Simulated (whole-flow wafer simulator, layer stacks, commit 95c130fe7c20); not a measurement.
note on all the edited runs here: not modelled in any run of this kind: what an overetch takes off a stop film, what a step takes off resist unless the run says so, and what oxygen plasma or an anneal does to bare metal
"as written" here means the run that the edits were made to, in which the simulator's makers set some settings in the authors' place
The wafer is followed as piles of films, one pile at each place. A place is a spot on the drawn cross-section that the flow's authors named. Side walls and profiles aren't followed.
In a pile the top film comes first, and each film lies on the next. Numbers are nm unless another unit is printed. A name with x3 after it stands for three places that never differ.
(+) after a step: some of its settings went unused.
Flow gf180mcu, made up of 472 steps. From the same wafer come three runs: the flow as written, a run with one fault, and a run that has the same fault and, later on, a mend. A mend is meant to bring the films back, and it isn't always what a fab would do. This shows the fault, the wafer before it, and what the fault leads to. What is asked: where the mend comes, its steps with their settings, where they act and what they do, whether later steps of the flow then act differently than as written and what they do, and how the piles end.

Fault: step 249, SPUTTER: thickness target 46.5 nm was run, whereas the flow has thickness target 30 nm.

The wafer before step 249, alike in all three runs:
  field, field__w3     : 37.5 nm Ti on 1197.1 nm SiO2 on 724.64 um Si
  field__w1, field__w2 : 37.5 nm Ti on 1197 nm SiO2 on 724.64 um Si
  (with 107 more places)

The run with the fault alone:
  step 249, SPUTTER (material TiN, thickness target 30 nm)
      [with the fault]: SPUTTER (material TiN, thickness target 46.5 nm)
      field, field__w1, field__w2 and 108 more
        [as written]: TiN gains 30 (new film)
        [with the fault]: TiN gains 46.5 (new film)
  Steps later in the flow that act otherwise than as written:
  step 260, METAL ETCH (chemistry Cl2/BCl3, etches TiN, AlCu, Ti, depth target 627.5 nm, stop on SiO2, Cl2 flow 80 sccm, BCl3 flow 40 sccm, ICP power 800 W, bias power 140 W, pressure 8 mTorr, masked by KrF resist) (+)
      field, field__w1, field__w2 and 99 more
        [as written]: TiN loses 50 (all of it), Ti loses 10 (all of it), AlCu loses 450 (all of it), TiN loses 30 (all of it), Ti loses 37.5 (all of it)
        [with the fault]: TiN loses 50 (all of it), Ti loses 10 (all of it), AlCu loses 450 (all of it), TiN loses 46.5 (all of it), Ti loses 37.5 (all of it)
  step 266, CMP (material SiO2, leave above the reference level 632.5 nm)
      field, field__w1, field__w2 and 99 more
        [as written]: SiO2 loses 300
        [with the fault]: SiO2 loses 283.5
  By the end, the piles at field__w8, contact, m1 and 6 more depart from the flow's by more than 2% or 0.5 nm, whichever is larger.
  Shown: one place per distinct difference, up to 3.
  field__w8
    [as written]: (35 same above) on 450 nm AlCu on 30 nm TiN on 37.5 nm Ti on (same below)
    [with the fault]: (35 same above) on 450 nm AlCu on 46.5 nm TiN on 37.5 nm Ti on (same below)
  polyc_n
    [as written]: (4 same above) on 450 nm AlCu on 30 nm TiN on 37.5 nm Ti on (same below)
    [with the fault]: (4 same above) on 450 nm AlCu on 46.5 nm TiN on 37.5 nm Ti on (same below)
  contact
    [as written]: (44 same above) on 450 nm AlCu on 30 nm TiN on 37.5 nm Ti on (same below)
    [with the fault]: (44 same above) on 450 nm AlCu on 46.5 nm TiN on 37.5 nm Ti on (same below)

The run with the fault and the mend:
  The mend stands after step 249.
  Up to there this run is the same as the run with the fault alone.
  step 249a, METAL ETCH (chemistry Cl2/BCl3, etches TiN, AlCu, Ti, depth target 16.5 nm, Cl2 flow 80 sccm, BCl3 flow 40 sccm, ICP power 800 W, bias power 140 W, pressure 8 mTorr)
      field, field__w1, field__w2 and 108 more
        TiN loses 16.5
  None of the later steps of the flow acts differently than as written at any place that is followed.
  At every place that both follow, the piles at the end match the flow's.
